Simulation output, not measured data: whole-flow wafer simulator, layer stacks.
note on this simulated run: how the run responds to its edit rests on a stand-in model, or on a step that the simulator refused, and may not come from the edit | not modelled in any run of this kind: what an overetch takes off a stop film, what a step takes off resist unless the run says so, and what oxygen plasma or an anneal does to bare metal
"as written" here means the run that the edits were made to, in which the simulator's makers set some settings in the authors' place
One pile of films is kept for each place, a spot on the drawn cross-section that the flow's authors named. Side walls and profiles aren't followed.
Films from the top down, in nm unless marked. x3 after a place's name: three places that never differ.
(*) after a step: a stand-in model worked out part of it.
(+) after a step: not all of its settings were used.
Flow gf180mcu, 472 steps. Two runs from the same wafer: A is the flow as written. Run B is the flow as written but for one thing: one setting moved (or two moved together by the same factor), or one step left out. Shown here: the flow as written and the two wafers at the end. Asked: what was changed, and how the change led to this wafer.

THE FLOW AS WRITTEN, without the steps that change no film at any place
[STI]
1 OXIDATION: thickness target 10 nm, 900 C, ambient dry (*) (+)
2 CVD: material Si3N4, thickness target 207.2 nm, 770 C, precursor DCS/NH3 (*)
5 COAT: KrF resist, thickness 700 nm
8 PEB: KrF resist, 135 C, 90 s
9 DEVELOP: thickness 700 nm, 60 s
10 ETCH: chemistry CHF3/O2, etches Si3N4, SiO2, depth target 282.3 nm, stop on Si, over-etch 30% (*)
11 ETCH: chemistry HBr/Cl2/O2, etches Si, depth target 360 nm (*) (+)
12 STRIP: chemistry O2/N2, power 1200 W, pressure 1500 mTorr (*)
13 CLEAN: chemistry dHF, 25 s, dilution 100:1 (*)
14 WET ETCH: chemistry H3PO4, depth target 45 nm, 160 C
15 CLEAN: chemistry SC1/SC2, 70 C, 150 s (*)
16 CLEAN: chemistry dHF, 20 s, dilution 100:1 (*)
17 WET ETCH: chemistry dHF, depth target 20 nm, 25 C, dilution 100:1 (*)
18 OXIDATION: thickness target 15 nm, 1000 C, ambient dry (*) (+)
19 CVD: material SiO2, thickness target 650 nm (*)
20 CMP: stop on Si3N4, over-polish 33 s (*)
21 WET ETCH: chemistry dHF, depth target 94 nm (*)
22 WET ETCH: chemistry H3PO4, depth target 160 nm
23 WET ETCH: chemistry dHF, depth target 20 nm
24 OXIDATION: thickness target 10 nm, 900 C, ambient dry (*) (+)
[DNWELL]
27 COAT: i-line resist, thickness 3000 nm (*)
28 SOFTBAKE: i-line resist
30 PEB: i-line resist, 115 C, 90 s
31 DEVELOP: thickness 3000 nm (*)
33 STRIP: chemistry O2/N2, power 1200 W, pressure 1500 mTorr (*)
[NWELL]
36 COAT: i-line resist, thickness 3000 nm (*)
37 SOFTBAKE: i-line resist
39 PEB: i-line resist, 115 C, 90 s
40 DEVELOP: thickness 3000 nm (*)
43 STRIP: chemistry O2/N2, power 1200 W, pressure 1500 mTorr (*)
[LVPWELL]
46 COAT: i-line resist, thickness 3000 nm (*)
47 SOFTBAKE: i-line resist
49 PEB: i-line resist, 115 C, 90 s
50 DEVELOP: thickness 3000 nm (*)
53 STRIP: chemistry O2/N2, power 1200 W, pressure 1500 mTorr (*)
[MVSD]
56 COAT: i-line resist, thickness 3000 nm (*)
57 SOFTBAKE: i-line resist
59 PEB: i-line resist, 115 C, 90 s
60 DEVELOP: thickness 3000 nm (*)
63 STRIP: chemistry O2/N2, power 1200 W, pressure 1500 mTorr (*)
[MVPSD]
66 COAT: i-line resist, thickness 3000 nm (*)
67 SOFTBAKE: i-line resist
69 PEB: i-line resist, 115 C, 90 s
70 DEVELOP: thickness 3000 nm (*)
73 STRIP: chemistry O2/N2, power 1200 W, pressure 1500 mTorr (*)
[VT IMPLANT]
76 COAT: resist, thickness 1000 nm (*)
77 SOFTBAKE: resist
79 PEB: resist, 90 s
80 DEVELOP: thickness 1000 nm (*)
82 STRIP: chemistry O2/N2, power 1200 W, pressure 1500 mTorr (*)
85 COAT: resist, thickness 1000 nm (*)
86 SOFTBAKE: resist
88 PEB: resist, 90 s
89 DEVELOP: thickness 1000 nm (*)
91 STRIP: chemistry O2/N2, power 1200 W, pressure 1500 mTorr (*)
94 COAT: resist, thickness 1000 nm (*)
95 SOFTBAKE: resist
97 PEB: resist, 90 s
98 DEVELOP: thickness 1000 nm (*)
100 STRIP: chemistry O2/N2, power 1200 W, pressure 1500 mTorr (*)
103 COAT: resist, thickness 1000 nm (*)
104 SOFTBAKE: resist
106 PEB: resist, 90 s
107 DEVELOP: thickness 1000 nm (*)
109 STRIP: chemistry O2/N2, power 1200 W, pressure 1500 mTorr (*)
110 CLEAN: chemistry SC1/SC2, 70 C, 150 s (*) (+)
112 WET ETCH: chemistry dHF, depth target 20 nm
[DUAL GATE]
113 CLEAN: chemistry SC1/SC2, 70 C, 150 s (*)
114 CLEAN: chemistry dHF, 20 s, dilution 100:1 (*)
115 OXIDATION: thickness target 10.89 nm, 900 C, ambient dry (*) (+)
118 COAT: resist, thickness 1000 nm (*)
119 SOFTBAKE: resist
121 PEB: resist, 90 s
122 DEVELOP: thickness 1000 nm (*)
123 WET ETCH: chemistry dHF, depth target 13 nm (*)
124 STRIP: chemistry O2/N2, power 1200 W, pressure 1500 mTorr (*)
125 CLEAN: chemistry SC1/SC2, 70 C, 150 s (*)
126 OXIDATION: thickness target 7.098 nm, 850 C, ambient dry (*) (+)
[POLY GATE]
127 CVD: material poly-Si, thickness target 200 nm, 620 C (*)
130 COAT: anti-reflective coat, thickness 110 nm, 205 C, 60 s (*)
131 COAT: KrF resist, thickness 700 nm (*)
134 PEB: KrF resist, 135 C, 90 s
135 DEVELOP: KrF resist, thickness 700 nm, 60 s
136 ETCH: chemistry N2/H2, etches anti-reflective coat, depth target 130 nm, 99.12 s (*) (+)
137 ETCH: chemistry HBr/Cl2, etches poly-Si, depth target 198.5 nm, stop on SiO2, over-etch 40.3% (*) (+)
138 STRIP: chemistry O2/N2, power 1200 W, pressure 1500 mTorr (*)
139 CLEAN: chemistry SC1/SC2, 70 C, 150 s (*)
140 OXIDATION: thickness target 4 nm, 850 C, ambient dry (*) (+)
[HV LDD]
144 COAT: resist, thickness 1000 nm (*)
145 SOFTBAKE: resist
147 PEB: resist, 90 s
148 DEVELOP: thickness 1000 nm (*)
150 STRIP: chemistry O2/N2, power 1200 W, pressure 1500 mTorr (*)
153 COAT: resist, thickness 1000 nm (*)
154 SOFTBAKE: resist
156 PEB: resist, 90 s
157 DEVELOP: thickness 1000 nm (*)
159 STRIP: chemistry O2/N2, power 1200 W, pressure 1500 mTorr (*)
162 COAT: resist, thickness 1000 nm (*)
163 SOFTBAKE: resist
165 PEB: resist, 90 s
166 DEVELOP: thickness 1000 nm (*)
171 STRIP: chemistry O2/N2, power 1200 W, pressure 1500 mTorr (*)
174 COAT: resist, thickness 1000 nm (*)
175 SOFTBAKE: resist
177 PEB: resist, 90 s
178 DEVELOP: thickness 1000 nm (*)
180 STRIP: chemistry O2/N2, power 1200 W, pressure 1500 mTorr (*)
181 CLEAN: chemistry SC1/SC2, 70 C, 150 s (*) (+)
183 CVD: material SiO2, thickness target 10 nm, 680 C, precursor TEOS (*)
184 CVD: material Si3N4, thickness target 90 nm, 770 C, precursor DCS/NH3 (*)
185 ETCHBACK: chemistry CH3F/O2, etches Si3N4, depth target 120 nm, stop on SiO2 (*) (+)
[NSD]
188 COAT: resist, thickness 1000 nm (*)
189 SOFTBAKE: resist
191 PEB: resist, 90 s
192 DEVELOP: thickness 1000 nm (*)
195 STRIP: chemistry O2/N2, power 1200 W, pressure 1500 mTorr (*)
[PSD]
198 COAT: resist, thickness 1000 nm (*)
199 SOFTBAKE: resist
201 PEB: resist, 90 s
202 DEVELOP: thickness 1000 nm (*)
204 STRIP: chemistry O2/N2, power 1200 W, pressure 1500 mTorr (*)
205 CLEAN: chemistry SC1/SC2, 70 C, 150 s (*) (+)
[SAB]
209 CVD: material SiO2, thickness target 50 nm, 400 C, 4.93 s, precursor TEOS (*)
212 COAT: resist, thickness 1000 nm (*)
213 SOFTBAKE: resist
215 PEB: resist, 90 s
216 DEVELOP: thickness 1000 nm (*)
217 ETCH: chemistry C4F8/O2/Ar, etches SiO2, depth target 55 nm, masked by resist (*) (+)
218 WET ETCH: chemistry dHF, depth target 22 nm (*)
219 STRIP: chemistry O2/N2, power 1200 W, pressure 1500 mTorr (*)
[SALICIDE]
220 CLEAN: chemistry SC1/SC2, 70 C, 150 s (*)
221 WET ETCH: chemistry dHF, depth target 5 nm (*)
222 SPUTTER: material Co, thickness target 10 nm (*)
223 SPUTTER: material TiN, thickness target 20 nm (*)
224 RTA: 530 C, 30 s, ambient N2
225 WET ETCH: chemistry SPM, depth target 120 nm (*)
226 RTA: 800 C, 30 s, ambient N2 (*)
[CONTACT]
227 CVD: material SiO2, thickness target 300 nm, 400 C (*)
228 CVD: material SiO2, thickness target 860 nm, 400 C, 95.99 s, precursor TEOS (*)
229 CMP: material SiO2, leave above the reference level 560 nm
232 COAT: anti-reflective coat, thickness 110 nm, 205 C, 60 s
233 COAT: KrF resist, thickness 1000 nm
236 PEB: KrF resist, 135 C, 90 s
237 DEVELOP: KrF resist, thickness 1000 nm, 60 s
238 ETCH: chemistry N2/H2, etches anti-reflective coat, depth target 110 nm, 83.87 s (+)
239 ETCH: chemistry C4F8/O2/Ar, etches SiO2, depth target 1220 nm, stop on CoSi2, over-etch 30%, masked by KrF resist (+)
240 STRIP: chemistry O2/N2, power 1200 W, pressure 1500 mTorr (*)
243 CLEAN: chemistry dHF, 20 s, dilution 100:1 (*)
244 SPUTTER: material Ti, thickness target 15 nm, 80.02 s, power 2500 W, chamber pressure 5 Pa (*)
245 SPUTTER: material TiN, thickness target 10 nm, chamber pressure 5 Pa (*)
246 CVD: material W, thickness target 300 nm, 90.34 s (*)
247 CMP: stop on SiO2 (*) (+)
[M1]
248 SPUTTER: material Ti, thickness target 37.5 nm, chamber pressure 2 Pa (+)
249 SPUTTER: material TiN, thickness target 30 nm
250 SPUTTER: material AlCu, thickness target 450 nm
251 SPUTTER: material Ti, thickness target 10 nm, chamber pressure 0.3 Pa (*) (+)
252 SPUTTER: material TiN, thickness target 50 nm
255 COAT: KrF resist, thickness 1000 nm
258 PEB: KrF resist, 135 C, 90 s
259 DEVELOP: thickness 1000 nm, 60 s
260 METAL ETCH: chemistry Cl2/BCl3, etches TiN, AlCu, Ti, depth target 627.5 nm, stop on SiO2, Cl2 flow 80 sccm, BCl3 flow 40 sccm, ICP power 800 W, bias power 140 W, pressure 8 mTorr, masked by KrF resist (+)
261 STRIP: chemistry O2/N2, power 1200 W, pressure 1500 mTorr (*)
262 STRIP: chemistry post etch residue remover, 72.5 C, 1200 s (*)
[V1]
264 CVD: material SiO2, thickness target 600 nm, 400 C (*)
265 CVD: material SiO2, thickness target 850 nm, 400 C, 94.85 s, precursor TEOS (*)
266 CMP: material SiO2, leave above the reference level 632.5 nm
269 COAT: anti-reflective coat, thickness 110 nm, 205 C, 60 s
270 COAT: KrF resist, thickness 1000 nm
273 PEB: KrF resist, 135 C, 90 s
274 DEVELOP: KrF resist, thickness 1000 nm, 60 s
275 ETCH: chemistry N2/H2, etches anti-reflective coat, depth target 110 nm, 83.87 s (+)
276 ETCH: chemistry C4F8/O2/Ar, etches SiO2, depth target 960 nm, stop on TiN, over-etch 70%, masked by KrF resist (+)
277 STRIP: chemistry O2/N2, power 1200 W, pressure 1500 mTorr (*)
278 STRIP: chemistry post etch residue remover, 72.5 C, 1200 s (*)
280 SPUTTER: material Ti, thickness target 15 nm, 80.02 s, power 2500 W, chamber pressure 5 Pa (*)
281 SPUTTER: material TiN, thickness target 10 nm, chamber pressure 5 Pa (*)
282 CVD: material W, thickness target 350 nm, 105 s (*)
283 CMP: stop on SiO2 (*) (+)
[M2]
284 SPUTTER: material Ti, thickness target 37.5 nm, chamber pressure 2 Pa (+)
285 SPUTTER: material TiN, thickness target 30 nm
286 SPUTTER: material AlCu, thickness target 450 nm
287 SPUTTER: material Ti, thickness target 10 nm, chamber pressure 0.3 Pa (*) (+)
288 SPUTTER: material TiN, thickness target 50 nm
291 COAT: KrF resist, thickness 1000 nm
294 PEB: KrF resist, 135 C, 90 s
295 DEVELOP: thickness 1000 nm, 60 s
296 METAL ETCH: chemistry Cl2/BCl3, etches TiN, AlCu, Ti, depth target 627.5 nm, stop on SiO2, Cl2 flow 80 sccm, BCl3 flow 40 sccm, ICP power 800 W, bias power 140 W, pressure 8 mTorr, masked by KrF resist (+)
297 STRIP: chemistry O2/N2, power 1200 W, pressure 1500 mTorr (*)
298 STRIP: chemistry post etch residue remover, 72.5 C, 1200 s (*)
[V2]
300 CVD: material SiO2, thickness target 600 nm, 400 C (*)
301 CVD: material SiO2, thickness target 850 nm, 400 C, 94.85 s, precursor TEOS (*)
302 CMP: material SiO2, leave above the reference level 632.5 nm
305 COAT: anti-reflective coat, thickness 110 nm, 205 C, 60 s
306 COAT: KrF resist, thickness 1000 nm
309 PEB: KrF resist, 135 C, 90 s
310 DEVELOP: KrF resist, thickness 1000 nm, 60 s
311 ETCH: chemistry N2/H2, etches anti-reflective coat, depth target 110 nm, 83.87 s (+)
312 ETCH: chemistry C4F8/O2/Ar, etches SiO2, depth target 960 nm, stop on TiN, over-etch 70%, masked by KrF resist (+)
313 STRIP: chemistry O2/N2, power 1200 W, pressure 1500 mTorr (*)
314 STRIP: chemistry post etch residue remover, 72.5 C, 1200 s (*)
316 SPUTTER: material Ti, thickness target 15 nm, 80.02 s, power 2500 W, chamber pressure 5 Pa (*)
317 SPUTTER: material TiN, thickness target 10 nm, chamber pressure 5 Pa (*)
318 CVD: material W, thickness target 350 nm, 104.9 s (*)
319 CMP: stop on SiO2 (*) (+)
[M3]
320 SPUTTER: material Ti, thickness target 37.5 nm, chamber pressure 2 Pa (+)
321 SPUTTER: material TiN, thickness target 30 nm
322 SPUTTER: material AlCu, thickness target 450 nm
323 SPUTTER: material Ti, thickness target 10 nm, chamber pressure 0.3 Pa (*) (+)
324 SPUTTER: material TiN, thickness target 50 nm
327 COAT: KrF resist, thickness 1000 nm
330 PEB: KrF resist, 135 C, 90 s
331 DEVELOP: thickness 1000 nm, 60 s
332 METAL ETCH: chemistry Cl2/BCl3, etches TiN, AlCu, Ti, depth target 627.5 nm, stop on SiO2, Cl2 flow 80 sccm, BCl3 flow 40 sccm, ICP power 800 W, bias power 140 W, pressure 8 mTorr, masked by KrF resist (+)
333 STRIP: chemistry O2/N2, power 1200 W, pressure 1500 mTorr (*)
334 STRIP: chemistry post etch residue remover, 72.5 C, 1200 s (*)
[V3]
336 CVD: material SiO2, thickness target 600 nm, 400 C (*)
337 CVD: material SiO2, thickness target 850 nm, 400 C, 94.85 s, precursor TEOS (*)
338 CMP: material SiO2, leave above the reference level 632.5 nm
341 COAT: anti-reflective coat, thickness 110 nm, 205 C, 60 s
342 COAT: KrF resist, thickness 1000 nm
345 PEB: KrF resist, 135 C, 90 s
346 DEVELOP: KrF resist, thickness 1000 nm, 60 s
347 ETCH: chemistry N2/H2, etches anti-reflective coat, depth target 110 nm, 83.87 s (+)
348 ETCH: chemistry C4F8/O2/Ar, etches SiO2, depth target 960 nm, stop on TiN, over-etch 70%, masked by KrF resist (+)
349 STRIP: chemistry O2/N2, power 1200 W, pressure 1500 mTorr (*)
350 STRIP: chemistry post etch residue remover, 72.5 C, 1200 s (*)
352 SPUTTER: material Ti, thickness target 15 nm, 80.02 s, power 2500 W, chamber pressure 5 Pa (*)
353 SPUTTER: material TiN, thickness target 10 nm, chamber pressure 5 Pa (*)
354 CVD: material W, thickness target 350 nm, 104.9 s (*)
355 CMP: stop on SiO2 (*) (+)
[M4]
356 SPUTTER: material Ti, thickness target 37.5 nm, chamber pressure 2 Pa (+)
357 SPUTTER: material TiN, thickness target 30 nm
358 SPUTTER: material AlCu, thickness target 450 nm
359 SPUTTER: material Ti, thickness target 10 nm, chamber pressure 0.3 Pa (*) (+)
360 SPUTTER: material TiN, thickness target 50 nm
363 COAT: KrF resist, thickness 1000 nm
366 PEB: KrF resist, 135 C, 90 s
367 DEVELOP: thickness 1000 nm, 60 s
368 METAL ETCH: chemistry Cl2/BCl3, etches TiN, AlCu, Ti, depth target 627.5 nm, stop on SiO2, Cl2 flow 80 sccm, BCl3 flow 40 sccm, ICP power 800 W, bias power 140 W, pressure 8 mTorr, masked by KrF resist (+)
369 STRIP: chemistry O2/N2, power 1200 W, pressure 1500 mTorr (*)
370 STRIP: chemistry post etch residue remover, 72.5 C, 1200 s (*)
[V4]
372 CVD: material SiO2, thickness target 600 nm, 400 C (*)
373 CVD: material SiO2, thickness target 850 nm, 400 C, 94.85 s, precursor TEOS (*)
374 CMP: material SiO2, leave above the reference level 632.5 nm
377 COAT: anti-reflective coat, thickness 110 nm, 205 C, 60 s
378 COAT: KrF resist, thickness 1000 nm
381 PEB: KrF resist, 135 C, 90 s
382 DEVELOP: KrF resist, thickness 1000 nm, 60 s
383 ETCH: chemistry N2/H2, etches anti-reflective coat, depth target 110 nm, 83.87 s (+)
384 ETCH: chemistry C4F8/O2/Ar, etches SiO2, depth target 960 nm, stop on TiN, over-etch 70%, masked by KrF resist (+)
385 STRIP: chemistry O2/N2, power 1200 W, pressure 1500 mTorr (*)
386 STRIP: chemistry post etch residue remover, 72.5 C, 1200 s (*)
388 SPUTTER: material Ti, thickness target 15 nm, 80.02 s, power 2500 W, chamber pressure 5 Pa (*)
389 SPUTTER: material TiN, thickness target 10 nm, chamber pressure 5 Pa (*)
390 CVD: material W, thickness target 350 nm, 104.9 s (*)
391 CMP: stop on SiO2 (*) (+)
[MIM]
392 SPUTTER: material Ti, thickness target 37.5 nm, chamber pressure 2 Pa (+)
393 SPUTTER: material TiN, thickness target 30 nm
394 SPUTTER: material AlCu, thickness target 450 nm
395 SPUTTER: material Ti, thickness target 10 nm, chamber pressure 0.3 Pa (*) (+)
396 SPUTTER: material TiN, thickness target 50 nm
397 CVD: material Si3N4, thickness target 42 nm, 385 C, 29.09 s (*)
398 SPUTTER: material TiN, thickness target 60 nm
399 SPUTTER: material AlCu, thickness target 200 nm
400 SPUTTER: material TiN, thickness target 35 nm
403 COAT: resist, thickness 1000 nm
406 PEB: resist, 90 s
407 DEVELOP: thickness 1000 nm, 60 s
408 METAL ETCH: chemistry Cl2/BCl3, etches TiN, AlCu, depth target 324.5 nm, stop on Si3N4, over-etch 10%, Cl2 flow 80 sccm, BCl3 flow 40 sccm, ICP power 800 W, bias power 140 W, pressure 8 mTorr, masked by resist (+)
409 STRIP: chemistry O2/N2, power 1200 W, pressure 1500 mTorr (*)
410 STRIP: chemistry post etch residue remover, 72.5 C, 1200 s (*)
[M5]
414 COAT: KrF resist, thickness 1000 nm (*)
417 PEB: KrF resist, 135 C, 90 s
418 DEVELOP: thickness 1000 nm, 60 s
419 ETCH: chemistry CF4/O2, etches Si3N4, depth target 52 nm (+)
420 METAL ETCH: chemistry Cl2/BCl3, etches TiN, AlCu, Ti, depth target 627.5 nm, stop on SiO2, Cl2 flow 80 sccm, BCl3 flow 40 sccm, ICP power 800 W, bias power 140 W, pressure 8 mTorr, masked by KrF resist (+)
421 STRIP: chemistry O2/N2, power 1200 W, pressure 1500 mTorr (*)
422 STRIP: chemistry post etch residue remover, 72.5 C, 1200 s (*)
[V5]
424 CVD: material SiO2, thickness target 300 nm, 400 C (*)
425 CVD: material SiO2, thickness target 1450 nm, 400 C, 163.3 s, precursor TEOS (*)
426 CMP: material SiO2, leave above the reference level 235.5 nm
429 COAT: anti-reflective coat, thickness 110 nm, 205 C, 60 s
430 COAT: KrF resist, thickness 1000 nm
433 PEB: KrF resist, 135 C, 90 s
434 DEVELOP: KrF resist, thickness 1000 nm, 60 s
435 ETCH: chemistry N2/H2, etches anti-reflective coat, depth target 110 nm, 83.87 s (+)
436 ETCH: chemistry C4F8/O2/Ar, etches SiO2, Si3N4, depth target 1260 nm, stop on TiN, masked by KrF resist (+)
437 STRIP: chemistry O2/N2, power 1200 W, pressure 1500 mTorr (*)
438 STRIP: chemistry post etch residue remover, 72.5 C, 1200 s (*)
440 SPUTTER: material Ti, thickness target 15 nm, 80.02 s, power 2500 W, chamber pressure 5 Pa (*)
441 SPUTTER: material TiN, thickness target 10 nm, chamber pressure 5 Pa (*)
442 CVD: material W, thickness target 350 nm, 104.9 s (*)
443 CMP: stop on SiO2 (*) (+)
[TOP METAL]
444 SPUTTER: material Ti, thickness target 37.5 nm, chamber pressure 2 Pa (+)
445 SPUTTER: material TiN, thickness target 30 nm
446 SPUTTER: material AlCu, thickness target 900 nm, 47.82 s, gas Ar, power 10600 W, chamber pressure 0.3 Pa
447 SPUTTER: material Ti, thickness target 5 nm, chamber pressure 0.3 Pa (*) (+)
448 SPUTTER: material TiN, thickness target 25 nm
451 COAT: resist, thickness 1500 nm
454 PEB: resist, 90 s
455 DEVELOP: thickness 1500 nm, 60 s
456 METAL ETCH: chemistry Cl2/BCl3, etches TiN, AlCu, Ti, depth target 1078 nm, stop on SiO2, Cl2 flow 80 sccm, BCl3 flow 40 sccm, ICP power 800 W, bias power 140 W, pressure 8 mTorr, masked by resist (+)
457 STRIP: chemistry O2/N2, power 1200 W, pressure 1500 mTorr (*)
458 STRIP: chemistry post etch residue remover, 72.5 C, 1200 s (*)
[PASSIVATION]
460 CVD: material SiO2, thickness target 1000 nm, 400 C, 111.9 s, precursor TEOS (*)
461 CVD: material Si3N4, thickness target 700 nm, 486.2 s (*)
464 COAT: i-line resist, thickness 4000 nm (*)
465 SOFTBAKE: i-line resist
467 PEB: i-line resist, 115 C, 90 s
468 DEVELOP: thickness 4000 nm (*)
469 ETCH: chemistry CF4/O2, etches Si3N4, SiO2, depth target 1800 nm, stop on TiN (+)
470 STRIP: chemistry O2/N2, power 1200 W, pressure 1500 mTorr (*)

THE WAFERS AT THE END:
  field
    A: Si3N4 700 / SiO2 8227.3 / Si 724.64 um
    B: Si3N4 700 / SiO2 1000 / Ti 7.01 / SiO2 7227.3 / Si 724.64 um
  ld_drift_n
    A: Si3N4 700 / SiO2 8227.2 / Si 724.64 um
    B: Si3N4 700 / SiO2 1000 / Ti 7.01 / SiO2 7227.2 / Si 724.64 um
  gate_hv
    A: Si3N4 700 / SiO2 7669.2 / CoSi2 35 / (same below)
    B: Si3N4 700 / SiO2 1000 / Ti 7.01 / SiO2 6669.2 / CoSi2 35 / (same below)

The cause: step 446, SPUTTER: power 11690 W was run, where the flow has power 10600 W.

How the change led to this, step by step:
  446 SPUTTER: material AlCu, thickness target 900 nm, 47.82 s, gas Ar, power 10600 W, chamber pressure 0.3 Pa
      field, field__w1, field__w2 and 109 more: A AlCu +900 (new film) | B AlCu +987 (new film)
  456 METAL ETCH: chemistry Cl2/BCl3, etches TiN, AlCu, Ti, depth target 1078 nm, stop on SiO2, Cl2 flow 80 sccm, BCl3 flow 40 sccm, ICP power 800 W, bias power 140 W, pressure 8 mTorr, masked by resist (+)
      field, field__w1, field__w2 and 103 more: A TiN -25 (all of it), Ti -5 (all of it), AlCu -900 (all of it), TiN -30 (all of it), Ti -37.5 (all of it) | B TiN -25 (all of it), Ti -5 (all of it), AlCu -987 (all of it), TiN -30 (all of it), Ti -30.5
  460 CVD: material SiO2, thickness target 1000 nm, 400 C, 111.9 s, precursor TEOS (*)
      field, field__w1, field__w2 and 103 more: A SiO2 +1000 | B SiO2 +1000 (new film)
  464 COAT: i-line resist, thickness 4000 nm (*)
      field__w8: A i-line resist +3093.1 (new film) | B i-line resist +3022.9 (new film)
      contact: A i-line resist +3153.6 (new film) | B i-line resist +3063.6 (new film)
      (and at 4 more places)
  465 SOFTBAKE: i-line resist
      field__w5, field__w9: A i-line resist +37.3 | B i-line resist +33.9
      field__w11, field__w13: A i-line resist +37.9 | B i-line resist +35.2
      (and at 59 more places)
  467 PEB: i-line resist, 115 C, 90 s
      field__w8, m1__w1: A i-line resist -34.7 | B i-line resist -33.4
      contact, m1: A i-line resist -35.1 | B i-line resist -33.7
      (and at 2 more places)
  468 DEVELOP: thickness 4000 nm (*)
      pad: A i-line resist -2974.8 (all of it) | B i-line resist -2895.5 (all of it)
  470 STRIP: chemistry O2/N2, power 1200 W, pressure 1500 mTorr (*)
      field__w8, m1__w1: A i-line resist -1787.7 (all of it) | B i-line resist -1710.6 (all of it)
      contact: A i-line resist -1811.2 (all of it) | B i-line resist -1727.3 (all of it)
      (and at 2 more places)
Counting metal films that touch as one body, field has 1 body; the flow as written gives 0 bodies.
Counting metal films that touch as one body, ld_drift_n has 1 body; the flow as written gives 0 bodies.
Counting metal films that touch as one body, gate_hv has 2 bodies (between them, from the top down: SiO2 6669.2); the flow as written gives 1 body.
